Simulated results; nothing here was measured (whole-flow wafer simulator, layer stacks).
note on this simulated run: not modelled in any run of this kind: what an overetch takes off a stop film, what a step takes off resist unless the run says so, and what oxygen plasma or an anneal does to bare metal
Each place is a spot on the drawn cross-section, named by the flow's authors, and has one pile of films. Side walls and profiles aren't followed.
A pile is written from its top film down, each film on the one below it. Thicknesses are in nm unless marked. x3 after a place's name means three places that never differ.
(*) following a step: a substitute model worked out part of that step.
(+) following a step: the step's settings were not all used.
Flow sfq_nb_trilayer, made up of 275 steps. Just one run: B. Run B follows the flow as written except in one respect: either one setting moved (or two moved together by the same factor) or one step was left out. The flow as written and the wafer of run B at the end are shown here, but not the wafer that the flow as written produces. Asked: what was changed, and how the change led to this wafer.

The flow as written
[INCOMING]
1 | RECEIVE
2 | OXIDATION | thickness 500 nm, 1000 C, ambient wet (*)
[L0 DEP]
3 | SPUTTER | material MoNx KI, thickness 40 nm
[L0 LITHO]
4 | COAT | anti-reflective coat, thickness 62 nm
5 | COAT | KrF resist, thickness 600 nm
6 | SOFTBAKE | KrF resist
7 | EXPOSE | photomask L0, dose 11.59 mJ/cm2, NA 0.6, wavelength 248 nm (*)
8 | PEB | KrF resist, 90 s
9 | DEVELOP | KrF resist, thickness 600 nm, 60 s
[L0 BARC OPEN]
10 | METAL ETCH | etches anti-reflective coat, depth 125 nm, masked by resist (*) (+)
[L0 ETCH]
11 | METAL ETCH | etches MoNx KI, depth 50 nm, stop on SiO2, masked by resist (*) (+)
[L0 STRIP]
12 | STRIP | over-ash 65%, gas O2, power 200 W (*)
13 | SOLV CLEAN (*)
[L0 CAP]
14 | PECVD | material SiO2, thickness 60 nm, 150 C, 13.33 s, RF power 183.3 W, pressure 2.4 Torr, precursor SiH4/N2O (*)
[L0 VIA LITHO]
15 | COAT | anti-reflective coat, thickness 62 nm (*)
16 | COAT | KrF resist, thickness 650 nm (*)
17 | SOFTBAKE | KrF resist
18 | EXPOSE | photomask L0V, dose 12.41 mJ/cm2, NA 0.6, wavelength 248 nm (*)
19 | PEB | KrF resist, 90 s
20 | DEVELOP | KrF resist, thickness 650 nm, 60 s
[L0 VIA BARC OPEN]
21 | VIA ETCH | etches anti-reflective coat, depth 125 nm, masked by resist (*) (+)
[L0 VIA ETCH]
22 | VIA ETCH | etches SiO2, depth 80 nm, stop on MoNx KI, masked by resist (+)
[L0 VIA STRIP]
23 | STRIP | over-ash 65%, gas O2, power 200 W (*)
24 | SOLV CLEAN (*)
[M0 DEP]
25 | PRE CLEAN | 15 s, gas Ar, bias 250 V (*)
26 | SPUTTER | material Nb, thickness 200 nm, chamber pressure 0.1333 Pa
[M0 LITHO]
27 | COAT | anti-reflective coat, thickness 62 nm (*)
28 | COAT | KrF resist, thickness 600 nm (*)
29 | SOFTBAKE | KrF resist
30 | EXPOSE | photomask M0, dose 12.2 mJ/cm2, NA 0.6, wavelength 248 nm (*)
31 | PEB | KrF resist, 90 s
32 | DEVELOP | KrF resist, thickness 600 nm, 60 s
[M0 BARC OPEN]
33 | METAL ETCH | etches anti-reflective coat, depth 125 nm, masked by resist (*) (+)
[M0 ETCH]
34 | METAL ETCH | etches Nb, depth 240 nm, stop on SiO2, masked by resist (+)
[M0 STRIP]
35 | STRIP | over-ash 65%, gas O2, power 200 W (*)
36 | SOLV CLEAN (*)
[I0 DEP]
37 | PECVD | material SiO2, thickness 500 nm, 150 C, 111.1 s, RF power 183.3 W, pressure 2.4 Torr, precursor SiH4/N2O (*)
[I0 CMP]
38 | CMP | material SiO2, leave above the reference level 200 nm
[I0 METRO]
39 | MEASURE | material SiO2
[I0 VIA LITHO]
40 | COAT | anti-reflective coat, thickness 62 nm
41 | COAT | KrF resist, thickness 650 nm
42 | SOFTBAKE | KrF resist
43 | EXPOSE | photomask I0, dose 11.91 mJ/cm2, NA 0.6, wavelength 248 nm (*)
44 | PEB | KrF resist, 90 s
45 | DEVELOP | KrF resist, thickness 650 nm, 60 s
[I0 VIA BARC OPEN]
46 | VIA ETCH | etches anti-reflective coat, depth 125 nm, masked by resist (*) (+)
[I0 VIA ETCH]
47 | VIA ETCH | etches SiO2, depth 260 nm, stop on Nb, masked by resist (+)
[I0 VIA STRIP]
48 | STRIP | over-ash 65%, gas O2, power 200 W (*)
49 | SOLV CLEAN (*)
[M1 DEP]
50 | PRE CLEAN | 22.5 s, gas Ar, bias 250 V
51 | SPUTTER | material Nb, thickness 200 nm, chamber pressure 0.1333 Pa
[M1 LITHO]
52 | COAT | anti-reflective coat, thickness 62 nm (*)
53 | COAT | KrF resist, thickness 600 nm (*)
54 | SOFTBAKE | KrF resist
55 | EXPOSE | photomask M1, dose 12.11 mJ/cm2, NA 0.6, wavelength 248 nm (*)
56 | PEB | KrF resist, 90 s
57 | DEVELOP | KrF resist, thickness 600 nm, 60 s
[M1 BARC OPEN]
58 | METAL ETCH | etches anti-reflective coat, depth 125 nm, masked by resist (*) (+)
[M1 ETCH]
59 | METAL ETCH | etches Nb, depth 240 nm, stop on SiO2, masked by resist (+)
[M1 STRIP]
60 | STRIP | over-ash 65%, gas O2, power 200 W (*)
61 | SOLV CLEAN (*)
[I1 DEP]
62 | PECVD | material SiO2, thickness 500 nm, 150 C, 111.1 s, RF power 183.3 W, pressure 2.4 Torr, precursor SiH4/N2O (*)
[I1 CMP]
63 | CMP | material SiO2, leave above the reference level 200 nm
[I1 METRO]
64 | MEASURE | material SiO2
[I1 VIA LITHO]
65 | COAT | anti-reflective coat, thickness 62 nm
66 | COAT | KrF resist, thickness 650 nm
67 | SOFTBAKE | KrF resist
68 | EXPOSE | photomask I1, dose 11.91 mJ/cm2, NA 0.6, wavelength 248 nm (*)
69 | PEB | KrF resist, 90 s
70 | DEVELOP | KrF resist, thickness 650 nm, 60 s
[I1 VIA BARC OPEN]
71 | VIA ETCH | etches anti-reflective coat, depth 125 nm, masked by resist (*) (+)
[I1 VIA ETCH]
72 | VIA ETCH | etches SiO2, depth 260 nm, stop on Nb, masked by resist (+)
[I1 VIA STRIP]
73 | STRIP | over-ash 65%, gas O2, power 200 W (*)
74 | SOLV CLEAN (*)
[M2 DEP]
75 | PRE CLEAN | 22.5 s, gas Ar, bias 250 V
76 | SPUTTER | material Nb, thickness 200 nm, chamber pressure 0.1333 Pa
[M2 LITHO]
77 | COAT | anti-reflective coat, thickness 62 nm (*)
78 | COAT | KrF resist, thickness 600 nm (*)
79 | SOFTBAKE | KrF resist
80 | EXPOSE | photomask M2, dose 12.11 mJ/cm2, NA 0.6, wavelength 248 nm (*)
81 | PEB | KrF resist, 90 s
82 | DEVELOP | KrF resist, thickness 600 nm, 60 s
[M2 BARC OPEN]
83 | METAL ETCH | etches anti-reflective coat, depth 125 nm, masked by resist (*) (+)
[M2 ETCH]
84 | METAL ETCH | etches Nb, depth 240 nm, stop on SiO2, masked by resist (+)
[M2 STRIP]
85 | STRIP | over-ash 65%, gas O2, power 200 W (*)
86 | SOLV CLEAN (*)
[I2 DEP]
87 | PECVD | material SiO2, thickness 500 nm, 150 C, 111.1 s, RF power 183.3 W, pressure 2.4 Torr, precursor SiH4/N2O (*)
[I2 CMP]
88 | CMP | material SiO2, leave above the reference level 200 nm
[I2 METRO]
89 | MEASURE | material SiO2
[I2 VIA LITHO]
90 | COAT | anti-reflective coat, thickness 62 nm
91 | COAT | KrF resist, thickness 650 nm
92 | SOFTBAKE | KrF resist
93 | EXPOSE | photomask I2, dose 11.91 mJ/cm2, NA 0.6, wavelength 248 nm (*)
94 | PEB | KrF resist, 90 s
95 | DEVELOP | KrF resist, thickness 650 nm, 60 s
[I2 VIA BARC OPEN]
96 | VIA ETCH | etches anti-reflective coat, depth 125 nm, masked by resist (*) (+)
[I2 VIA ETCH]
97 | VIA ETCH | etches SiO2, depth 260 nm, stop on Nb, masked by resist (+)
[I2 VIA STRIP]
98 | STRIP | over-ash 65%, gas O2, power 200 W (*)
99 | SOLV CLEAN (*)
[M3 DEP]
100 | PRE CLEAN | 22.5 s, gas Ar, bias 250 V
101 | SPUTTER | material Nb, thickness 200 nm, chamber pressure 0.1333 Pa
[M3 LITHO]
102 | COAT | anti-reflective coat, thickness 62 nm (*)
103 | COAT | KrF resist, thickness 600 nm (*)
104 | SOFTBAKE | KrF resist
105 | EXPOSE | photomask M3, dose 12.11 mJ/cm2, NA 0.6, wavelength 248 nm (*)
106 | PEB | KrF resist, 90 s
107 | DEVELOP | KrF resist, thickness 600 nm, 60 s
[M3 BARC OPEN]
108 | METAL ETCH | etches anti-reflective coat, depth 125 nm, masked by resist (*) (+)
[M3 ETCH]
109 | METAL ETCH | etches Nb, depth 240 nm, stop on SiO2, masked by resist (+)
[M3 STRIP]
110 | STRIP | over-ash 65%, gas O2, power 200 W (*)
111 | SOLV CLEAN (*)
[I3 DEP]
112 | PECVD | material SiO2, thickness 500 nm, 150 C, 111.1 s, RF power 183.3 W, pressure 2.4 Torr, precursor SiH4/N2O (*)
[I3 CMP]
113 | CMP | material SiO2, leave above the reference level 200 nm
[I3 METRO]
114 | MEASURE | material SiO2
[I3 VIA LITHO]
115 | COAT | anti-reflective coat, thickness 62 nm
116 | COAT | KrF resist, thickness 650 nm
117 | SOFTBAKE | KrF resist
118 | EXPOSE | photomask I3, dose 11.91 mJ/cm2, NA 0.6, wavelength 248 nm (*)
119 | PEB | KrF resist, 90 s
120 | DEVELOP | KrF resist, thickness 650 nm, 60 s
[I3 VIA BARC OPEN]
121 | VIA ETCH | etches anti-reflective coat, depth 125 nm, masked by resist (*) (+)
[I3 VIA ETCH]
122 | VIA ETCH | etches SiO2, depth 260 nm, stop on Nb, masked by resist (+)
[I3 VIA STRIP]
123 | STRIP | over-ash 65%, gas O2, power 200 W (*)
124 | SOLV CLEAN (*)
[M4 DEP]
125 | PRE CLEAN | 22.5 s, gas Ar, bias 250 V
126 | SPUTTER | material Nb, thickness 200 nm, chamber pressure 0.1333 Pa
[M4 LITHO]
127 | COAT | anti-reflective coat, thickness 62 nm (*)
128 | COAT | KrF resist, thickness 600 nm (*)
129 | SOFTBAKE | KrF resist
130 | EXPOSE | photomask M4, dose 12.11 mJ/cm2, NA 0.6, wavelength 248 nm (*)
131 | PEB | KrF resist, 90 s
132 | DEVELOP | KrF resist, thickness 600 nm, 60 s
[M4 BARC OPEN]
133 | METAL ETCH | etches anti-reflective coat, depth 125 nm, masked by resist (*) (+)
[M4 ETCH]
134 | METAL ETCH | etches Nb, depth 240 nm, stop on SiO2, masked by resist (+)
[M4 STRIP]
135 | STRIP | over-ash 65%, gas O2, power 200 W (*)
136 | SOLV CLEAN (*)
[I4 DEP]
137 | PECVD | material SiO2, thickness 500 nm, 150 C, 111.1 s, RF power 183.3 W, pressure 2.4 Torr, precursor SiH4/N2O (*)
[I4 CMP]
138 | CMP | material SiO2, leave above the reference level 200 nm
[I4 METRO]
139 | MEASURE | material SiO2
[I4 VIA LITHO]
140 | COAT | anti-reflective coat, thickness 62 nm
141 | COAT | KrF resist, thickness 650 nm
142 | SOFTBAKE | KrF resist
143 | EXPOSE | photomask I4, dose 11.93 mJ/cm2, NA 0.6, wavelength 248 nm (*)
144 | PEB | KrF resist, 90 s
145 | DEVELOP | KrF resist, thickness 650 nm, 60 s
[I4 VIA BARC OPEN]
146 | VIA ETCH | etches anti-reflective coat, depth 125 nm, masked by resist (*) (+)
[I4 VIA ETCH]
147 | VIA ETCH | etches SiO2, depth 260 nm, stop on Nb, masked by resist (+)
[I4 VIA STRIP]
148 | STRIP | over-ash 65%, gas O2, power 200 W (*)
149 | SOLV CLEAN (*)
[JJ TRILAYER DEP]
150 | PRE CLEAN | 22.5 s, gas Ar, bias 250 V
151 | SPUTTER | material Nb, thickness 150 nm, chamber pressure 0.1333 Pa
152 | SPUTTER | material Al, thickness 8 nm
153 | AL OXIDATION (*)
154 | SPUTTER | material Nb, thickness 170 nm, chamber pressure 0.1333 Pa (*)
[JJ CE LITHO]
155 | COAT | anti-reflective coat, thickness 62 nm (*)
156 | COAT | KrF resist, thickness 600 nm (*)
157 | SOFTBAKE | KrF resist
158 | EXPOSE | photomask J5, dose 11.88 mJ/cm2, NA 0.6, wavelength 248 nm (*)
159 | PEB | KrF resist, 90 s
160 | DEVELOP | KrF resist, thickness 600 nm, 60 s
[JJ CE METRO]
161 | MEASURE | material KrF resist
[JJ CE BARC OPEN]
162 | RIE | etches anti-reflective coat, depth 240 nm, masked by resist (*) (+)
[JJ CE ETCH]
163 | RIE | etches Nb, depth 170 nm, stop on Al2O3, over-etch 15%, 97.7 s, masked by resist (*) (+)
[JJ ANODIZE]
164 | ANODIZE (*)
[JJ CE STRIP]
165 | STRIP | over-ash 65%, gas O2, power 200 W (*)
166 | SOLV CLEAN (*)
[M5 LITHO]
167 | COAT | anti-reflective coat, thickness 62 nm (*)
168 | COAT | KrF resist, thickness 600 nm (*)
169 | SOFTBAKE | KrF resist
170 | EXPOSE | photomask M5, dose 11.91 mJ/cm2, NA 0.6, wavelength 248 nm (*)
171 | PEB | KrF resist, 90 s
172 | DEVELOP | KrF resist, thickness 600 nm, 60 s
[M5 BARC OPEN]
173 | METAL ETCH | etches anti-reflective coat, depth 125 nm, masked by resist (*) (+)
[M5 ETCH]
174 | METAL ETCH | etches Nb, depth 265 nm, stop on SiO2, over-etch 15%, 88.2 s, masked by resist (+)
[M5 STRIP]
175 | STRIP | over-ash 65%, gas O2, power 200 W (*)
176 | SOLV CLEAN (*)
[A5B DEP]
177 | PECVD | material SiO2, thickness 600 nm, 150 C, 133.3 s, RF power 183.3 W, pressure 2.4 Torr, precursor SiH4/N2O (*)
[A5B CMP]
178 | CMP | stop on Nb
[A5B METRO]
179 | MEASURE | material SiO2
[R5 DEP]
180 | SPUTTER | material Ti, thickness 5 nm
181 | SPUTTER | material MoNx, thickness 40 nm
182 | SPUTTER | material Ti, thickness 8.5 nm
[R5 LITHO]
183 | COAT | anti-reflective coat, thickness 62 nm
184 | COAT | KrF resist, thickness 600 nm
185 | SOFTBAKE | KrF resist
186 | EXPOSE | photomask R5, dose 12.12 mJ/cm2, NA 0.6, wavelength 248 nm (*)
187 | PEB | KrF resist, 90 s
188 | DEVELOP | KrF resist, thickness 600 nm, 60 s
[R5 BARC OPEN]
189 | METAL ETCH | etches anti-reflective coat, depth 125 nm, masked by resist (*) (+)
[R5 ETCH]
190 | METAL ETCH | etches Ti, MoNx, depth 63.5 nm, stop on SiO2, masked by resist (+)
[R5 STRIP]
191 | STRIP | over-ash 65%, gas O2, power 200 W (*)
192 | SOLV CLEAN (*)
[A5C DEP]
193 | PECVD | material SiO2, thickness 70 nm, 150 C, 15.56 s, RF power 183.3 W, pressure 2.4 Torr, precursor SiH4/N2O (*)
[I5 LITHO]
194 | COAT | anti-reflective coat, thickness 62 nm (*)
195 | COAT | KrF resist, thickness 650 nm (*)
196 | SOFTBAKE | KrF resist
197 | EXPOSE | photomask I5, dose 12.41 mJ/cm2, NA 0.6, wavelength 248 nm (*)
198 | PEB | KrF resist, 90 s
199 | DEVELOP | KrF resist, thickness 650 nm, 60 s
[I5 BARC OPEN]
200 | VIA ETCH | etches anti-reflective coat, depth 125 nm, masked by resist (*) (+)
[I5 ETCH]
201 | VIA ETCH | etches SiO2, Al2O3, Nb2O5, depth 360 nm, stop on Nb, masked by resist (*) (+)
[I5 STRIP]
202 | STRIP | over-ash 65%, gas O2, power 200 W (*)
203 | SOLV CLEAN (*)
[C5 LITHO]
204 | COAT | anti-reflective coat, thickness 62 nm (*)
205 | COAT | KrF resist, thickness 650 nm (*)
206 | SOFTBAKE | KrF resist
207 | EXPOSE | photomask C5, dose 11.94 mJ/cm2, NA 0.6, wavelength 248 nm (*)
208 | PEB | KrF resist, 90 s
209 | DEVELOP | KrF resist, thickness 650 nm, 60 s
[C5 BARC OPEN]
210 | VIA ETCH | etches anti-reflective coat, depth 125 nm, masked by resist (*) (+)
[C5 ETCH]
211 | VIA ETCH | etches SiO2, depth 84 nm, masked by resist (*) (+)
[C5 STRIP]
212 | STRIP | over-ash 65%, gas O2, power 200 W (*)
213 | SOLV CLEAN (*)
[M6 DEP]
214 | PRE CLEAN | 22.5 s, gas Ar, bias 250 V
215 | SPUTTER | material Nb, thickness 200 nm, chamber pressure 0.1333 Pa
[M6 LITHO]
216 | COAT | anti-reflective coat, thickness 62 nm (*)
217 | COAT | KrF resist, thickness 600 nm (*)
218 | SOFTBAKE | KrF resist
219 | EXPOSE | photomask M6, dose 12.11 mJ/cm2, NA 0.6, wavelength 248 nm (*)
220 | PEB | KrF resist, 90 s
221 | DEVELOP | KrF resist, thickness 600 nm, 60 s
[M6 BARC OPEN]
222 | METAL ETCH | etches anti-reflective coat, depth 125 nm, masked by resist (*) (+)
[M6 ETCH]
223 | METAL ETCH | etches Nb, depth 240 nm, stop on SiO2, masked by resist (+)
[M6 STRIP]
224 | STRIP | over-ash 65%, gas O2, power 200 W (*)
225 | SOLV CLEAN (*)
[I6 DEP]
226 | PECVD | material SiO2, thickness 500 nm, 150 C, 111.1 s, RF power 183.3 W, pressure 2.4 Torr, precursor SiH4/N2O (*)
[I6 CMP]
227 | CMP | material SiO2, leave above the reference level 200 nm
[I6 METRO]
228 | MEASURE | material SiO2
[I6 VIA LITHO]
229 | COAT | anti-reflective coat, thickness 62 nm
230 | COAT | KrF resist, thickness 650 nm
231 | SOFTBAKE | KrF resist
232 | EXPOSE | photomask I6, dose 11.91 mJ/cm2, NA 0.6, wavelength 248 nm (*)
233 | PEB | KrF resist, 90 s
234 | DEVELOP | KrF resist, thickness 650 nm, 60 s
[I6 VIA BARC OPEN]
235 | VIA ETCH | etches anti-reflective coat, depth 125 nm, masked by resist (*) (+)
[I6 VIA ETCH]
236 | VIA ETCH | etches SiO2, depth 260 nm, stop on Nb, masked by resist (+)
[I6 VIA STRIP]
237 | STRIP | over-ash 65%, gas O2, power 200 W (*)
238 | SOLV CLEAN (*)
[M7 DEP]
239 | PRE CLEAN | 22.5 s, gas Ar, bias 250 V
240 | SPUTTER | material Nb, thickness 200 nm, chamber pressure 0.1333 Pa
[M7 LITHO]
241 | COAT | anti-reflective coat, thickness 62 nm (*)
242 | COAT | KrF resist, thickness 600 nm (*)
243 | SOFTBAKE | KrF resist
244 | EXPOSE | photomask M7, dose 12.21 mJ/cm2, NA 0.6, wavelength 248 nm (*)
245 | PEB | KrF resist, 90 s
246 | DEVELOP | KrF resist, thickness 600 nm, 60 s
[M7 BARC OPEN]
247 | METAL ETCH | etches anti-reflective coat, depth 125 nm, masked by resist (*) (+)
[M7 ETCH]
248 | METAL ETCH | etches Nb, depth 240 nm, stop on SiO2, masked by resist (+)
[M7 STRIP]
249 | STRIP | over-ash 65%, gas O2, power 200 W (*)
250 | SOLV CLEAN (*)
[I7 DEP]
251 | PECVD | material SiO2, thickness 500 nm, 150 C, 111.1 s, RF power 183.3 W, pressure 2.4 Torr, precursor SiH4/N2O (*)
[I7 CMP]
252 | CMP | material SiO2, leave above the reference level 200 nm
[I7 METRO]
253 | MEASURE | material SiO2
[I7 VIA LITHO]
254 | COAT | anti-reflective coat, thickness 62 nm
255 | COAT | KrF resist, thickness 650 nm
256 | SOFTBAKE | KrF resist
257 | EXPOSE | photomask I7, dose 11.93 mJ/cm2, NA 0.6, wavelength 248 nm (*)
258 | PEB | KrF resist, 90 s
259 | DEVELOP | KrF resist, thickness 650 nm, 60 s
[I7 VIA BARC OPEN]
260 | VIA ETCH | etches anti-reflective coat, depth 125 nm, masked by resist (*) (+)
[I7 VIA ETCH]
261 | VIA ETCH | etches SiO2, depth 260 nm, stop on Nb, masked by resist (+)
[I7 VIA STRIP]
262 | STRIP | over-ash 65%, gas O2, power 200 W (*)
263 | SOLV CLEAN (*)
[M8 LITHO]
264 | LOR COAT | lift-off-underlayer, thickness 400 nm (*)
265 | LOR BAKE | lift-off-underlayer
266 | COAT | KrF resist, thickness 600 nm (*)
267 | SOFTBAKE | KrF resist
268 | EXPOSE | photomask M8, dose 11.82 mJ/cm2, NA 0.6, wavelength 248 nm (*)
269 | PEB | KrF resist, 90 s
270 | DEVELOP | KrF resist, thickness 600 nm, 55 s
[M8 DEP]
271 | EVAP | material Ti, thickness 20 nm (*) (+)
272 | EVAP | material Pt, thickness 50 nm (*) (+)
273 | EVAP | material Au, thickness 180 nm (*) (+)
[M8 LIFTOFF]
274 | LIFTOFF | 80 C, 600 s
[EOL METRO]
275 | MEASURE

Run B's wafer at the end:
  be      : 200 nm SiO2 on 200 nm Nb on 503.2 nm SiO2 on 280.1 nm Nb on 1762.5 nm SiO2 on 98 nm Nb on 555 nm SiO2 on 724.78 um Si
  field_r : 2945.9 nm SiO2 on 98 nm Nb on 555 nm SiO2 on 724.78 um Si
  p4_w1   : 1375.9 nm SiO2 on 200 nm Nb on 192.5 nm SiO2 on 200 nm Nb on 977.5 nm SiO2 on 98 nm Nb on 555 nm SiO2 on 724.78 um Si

The reason: step 26, SPUTTER: thickness 98 nm was run, while the flow as written has thickness 200 nm.
The wafer lets one read it off: be has Nb 98, and step 26 as written asks for 200 nm.

How this came from the change, step by step:
  26 | SPUTTER | material Nb, thickness 200 nm, chamber pressure 0.1333 Pa
      field_l, via_wl, via_w and 100 more: Nb gains 98 (new film) (in the flow as written it would be: Nb gains 200 (new film))
      v_sur: Nb gains 94.6 (new film) (in the flow as written it would be: Nb gains 200 (new film))
      (and at 2 other places as well)
  27 | COAT | anti-reflective coat, thickness 62 nm (*)
      v_sur: anti-reflective coat gains 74 (new film) (in the flow as written it would be: anti-reflective coat gains 72.3 (new film))
  34 | METAL ETCH | etches Nb, depth 240 nm, stop on SiO2, masked by resist (+)
      field_l, v_sur, via_wl and 100 more: KrF resist loses 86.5 (in the flow as written it would be: KrF resist loses 141.2)
      moat, m0r_space_l, m0r_space_r: Nb loses 98 (all of it) (in the flow as written it would be: Nb loses 200 (all of it))
  35 | STRIP | over-ash 65%, gas O2, power 200 W (*)
      p4_fl, p4_fm, p4_w1 and 68 more: KrF resist loses 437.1 (all of it), anti-reflective coat loses 62 (all of it) (in the flow as written it would be: KrF resist loses 382.4 (all of it), anti-reflective coat loses 62 (all of it))
      ce_r, sp_r, be_r, r_sur: KrF resist loses 443.6 (all of it), anti-reflective coat loses 63.6 (all of it) (in the flow as written it would be: KrF resist loses 389 (all of it), anti-reflective coat loses 63.6 (all of it))
      (and at 28 other places as well)
  37 | PECVD | material SiO2, thickness 500 nm, 150 C, 111.1 s, RF power 183.3 W, pressure 2.4 Torr, precursor SiH4/N2O (*)
      moat, m0r_space_l, m0r_space_r: SiO2 gains 500 (in the flow as written it would be: SiO2 gains 557.1)
  38 | CMP | material SiO2, leave above the reference level 200 nm
      moat, m0r_space_l, m0r_space_r: SiO2 loses 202 (in the flow as written it would be: SiO2 loses 157.1)
